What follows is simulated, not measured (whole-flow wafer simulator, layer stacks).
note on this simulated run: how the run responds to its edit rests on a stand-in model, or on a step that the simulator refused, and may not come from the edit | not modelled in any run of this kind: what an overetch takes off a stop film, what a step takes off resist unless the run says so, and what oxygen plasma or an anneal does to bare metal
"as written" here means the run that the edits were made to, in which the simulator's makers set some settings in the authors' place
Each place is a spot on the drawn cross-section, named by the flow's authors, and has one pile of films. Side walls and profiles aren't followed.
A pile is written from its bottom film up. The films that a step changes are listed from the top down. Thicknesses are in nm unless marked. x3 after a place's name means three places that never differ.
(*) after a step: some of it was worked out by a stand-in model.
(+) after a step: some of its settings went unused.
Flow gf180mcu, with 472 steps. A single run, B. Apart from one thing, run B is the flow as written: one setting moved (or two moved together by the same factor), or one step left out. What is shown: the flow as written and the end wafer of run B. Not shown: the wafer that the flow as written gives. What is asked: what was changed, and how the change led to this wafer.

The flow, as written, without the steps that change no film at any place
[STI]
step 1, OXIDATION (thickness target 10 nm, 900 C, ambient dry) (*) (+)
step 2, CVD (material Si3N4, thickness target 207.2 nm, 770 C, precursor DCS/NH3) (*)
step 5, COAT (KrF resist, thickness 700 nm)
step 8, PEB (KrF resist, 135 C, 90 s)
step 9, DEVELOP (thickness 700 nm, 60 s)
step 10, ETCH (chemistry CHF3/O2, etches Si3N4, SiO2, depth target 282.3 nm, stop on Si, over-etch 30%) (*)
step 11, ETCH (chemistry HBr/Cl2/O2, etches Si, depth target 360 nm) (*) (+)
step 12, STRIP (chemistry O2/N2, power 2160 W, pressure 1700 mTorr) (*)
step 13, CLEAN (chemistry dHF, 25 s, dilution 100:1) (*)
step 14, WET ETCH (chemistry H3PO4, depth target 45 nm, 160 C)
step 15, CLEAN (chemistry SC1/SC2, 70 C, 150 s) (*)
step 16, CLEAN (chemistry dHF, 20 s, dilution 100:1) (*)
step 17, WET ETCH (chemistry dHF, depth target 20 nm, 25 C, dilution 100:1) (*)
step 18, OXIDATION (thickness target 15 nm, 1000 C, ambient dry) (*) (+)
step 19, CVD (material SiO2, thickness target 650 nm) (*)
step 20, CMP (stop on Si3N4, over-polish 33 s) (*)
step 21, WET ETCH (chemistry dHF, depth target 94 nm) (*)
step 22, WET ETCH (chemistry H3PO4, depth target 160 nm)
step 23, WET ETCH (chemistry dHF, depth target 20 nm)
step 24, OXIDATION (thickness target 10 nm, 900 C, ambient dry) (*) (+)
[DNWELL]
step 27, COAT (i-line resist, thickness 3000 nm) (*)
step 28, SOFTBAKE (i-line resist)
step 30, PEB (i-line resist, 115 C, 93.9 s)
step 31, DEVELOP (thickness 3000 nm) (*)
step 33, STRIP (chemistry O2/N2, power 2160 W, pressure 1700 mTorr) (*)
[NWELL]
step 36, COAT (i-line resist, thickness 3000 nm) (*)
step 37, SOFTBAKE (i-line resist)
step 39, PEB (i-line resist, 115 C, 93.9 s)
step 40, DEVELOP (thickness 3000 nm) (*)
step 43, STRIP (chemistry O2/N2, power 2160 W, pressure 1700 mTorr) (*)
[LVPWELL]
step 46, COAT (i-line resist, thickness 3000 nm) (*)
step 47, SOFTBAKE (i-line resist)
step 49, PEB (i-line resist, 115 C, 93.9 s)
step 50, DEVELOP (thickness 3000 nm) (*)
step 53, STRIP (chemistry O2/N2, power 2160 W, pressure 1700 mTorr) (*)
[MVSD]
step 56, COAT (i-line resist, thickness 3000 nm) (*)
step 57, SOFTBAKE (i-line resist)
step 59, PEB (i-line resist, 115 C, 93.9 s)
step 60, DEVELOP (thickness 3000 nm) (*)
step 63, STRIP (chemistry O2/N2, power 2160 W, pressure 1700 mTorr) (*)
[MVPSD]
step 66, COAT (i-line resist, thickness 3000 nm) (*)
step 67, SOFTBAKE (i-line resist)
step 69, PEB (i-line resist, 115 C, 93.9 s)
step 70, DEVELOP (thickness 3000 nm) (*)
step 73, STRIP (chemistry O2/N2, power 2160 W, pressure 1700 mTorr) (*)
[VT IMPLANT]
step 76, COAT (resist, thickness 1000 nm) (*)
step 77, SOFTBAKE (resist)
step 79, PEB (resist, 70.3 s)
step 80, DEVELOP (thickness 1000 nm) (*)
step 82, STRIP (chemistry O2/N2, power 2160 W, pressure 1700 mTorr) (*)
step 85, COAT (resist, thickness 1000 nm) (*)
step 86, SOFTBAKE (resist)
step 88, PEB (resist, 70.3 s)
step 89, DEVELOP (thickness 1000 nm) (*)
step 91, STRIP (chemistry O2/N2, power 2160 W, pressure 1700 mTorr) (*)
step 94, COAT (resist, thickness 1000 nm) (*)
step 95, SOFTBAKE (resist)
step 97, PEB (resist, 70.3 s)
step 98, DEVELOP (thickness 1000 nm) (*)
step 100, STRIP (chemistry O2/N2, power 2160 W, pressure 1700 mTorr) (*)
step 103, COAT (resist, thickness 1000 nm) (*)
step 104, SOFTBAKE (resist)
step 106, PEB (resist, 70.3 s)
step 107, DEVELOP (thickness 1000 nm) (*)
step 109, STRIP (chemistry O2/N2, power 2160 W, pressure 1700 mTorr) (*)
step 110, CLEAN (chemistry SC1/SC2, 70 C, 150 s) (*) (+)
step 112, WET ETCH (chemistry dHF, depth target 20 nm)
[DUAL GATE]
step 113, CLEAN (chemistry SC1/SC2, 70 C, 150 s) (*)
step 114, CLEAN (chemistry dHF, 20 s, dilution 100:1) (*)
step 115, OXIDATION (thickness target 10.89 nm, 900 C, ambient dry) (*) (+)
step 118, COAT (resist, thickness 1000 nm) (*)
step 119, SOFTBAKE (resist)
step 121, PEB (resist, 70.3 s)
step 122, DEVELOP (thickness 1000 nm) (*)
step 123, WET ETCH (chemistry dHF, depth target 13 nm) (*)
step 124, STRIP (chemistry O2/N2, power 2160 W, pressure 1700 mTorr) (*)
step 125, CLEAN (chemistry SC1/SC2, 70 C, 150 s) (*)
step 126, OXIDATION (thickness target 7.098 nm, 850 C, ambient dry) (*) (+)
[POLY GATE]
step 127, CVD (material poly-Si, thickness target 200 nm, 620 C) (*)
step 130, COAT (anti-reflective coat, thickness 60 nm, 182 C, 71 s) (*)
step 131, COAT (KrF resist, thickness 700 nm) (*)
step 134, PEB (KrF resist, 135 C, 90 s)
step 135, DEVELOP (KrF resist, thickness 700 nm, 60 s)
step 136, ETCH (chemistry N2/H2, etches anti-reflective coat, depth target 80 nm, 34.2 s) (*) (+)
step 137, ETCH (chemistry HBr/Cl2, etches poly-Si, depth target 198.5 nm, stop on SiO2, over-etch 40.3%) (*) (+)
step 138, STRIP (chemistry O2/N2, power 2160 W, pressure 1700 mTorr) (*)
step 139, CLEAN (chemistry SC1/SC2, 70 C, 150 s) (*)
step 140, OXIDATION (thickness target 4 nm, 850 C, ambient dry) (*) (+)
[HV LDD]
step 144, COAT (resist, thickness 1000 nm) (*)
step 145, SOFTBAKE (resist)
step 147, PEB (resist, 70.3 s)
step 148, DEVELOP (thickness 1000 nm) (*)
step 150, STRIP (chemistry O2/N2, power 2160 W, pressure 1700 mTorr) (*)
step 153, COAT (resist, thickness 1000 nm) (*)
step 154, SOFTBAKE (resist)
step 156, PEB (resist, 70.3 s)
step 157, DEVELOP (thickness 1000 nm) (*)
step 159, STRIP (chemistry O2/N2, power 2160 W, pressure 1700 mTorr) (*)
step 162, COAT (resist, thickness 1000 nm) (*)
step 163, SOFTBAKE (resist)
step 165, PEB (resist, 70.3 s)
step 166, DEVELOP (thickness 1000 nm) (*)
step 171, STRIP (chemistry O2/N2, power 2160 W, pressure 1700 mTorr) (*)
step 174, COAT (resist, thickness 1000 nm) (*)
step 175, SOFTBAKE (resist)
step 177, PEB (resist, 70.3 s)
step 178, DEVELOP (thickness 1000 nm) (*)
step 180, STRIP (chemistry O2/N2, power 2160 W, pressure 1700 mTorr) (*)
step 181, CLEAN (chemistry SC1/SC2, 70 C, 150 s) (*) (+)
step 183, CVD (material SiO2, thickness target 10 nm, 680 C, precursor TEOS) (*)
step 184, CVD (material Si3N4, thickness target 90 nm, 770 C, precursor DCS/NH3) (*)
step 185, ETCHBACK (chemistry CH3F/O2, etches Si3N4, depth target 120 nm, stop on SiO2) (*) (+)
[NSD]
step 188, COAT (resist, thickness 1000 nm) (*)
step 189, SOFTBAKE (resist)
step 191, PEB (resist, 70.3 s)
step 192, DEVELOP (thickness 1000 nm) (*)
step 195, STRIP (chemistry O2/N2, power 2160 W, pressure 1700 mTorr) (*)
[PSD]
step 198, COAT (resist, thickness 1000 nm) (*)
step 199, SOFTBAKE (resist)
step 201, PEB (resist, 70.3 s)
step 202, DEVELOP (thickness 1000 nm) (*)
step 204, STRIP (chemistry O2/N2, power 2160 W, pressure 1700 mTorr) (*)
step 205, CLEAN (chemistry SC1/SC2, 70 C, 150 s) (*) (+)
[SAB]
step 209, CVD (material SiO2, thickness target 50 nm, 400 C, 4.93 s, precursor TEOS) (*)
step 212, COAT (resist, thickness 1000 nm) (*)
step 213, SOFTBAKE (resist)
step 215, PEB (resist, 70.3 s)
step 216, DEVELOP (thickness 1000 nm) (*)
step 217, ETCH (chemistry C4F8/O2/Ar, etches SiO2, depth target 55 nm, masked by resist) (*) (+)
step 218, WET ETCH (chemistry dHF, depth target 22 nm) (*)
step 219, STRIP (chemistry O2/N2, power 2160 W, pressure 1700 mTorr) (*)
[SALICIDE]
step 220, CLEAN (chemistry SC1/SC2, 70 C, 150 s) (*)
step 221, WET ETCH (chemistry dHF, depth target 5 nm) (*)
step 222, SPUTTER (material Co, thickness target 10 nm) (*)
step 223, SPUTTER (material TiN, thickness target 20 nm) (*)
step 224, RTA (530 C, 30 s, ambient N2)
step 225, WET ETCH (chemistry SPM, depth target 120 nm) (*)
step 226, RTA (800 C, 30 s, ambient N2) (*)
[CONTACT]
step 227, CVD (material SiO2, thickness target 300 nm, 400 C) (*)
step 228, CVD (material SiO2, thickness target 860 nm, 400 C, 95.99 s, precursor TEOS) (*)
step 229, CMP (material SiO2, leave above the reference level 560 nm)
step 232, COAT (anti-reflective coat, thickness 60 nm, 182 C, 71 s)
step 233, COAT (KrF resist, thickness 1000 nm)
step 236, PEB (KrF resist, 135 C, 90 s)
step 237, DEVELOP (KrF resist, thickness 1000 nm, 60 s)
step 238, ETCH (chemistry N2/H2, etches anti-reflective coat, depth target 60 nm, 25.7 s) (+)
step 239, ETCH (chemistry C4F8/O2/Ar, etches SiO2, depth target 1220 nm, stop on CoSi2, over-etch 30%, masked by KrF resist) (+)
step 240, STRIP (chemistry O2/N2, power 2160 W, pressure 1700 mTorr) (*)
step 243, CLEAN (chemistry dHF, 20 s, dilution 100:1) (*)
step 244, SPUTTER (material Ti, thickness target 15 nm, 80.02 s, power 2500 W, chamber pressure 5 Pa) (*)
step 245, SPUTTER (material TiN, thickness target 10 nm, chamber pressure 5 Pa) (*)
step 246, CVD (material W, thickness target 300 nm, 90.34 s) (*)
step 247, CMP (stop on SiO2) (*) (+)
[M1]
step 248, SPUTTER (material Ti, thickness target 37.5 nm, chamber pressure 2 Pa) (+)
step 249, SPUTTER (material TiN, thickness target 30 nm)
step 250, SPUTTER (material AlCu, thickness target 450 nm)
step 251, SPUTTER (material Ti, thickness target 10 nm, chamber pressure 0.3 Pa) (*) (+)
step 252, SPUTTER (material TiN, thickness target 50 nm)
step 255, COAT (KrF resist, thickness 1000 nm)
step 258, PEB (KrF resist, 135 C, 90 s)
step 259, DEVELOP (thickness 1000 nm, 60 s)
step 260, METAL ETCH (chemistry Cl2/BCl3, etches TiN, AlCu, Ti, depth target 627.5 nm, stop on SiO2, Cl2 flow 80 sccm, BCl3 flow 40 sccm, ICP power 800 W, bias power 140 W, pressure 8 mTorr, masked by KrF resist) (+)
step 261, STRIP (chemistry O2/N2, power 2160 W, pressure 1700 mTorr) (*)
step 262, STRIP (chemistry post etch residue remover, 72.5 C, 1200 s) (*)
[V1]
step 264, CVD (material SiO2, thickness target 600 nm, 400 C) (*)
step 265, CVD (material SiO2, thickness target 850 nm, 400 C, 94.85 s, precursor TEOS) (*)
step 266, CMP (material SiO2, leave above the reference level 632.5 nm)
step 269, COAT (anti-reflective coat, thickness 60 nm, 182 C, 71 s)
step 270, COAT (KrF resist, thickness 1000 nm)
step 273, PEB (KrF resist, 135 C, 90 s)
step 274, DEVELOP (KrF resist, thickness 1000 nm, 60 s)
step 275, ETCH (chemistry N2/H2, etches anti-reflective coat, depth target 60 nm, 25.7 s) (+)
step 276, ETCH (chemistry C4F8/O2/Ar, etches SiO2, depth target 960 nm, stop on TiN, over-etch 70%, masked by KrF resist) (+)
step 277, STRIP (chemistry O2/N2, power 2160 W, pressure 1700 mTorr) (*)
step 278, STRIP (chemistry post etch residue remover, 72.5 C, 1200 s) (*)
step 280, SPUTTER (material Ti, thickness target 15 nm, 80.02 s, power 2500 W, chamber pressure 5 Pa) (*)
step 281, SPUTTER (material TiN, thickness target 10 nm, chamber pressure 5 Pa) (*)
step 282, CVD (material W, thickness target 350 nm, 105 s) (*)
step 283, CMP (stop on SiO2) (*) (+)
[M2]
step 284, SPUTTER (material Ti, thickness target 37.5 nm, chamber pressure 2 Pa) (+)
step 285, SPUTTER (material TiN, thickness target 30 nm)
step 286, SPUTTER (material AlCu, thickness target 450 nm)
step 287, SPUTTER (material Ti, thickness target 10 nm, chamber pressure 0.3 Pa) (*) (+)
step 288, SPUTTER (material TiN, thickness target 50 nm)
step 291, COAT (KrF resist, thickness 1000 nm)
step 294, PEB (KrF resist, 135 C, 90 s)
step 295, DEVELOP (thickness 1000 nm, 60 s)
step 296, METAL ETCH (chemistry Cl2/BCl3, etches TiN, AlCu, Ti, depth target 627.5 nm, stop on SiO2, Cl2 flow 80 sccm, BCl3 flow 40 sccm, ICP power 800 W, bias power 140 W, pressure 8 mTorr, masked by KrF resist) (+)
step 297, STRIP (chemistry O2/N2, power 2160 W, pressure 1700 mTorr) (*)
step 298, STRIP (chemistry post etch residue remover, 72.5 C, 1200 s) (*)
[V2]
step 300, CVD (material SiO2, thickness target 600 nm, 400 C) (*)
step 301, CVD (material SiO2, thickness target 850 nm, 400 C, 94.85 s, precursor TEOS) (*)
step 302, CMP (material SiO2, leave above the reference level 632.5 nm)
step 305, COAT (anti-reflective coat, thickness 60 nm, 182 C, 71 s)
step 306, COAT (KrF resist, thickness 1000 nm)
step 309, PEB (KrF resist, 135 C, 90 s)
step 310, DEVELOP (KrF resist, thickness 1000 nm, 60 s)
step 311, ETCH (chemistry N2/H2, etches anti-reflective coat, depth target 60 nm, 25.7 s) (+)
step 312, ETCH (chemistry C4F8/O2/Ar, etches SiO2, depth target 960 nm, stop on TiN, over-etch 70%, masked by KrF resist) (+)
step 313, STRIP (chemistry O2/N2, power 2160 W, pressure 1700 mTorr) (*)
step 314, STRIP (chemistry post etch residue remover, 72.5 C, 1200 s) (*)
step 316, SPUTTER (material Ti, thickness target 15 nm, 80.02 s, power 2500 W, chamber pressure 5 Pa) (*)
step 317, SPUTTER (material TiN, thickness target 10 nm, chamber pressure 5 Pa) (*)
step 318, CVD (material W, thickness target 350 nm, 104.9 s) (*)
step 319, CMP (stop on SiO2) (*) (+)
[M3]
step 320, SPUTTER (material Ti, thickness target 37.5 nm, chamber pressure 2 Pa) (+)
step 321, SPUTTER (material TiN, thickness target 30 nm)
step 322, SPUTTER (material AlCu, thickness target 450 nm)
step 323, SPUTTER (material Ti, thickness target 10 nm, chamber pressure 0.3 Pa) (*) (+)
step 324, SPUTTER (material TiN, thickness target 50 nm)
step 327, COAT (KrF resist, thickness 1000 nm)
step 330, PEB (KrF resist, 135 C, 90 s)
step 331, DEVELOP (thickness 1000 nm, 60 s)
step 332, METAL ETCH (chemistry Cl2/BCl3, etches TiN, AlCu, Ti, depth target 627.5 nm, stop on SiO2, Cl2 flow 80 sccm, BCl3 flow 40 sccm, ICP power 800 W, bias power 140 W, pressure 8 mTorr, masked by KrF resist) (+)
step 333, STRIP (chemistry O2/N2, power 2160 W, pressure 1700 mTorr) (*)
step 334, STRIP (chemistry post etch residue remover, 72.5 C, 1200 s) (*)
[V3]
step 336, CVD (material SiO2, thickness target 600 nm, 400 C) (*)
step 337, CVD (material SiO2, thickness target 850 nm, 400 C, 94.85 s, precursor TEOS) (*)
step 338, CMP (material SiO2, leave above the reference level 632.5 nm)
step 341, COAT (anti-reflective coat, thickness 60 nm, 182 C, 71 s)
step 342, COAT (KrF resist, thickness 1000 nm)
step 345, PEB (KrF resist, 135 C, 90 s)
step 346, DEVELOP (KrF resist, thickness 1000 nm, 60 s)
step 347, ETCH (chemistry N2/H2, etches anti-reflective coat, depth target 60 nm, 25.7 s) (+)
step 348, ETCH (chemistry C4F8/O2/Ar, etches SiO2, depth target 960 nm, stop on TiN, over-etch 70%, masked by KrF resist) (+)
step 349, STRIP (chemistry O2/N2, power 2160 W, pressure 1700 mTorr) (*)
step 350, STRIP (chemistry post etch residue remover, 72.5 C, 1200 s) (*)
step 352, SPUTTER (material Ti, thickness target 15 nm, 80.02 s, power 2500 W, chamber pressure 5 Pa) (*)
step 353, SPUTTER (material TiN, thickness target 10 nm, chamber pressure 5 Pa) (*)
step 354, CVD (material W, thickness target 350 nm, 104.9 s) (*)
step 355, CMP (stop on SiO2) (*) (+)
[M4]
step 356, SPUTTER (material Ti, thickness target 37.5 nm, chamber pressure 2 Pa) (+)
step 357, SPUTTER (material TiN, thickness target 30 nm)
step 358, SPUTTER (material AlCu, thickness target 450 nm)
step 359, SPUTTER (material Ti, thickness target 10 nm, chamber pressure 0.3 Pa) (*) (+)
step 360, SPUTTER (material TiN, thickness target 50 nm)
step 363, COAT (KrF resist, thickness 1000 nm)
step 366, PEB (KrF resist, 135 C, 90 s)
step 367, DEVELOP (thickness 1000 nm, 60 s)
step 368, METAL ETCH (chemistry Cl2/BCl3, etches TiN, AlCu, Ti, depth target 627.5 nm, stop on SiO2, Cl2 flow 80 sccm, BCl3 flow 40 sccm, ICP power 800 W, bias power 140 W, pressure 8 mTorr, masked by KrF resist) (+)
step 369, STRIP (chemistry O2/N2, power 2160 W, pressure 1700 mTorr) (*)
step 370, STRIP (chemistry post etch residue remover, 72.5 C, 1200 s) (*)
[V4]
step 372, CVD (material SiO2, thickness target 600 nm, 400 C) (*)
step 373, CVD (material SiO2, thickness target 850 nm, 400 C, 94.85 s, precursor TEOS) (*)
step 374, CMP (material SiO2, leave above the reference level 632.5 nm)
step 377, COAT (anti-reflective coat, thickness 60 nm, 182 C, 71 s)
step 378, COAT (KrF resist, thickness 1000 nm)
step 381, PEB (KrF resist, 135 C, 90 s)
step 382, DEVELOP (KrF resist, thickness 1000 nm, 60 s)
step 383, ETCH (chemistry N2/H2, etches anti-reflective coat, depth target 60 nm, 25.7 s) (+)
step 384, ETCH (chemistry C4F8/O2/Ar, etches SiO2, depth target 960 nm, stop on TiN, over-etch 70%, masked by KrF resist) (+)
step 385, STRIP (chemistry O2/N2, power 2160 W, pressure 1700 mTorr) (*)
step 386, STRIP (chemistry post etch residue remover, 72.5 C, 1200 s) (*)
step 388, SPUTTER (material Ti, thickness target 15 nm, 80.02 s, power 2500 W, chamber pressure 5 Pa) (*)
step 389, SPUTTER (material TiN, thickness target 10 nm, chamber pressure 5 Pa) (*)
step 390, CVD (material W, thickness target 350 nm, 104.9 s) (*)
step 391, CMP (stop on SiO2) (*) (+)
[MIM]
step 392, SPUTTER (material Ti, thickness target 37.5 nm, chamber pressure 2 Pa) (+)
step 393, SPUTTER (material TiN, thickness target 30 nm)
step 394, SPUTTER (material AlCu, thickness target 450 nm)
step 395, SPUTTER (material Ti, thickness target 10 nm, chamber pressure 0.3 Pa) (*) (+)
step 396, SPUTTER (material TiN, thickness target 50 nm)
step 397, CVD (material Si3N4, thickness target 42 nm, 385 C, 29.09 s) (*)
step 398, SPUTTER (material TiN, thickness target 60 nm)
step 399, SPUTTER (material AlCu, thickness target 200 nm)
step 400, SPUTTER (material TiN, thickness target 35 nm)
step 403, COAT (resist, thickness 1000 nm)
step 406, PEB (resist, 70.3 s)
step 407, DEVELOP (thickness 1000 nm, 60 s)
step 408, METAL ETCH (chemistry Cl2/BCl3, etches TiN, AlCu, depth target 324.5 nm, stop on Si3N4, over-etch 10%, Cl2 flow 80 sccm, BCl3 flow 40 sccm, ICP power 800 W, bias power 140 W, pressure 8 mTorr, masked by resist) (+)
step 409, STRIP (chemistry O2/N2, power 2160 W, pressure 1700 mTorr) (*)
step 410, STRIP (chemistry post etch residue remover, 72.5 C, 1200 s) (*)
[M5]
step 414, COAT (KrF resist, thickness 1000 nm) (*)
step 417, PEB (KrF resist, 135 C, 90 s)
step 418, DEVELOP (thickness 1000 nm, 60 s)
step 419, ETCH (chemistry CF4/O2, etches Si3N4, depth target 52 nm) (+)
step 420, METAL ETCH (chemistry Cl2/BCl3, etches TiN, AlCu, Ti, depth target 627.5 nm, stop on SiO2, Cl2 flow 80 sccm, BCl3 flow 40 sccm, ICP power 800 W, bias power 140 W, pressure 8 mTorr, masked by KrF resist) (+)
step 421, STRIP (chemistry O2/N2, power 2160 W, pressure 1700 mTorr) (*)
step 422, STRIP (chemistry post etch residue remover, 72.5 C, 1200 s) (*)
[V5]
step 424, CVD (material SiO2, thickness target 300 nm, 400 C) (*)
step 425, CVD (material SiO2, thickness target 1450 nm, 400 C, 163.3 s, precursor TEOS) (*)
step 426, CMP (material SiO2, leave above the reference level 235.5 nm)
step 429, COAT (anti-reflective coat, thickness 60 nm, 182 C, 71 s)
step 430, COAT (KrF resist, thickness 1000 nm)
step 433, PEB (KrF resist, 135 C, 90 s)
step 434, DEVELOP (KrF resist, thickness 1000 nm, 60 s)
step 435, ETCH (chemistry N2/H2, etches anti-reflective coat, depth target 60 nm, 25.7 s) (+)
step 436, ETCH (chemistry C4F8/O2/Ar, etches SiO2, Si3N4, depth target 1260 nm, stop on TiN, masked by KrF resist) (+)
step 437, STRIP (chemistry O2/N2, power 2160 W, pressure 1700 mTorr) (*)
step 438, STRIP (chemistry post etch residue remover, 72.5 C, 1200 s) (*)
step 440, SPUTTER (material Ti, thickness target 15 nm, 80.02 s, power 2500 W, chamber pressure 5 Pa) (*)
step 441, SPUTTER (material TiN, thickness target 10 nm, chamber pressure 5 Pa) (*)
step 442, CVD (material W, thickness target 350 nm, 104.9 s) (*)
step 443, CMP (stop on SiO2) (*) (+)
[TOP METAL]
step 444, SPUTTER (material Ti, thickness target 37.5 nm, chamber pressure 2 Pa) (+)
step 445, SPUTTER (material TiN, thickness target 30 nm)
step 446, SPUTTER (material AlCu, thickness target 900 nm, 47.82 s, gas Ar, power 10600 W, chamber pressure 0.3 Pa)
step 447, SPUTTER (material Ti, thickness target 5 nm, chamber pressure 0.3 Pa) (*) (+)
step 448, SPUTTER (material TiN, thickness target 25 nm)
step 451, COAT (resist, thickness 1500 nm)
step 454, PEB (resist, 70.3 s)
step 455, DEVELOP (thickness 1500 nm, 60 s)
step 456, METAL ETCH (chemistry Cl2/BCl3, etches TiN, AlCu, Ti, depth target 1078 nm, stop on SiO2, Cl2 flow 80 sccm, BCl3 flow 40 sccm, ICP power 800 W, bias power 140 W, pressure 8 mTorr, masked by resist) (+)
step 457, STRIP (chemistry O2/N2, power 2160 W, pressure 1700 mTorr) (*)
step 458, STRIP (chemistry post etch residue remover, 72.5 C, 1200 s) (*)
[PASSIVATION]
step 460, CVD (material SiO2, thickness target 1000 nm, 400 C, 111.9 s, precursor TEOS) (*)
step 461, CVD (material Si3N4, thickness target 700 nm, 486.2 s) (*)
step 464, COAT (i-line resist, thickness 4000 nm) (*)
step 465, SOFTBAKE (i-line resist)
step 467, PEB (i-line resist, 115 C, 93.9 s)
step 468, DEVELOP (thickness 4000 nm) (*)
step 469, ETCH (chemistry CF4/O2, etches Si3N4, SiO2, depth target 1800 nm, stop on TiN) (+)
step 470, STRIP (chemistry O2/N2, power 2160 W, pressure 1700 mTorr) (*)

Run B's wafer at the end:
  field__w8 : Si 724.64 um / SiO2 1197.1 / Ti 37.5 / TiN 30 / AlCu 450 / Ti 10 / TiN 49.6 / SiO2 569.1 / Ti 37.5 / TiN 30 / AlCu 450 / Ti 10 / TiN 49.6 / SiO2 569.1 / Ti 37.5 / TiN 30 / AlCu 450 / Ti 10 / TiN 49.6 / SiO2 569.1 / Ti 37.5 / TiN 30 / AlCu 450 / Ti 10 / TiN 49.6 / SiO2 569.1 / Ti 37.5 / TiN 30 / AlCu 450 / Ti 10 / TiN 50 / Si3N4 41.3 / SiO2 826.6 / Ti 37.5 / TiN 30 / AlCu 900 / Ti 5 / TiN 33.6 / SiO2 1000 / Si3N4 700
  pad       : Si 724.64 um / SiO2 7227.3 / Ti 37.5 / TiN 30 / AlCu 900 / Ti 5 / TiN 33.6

Cause: step 448, SPUTTER: thickness target 34 nm was run, while the flow as written has thickness target 25 nm.

How this came from the change, step by step:
  step 448, SPUTTER (material TiN, thickness target 25 nm)
      field, field__w1, field__w2 and 109 more: TiN gains 34 (new film) (as written it would have been: TiN gains 25 (new film))
  step 456, METAL ETCH (chemistry Cl2/BCl3, etches TiN, AlCu, Ti, depth target 1078 nm, stop on SiO2, Cl2 flow 80 sccm, BCl3 flow 40 sccm, ICP power 800 W, bias power 140 W, pressure 8 mTorr, masked by resist) (+)
      field, field__w1, field__w2 and 103 more: TiN loses 34 (all of it), Ti loses 5 (all of it), AlCu loses 900 (all of it), TiN loses 30 (all of it), Ti loses 37.5 (all of it) (as written it would have been: TiN loses 25 (all of it), Ti loses 5 (all of it), AlCu loses 900 (all of it), TiN loses 30 (all of it), Ti loses 37.5 (all of it))
  step 465, SOFTBAKE (i-line resist)
      gate: i-line resist loses 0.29 (as written it would have been: i-line resist gains 1.79)
      ld_acc_p, ld_fp_p, ld_drift_p: i-line resist gains 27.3 (as written it would have been: i-line resist gains 33.8)
      (as well as at 56 more places)
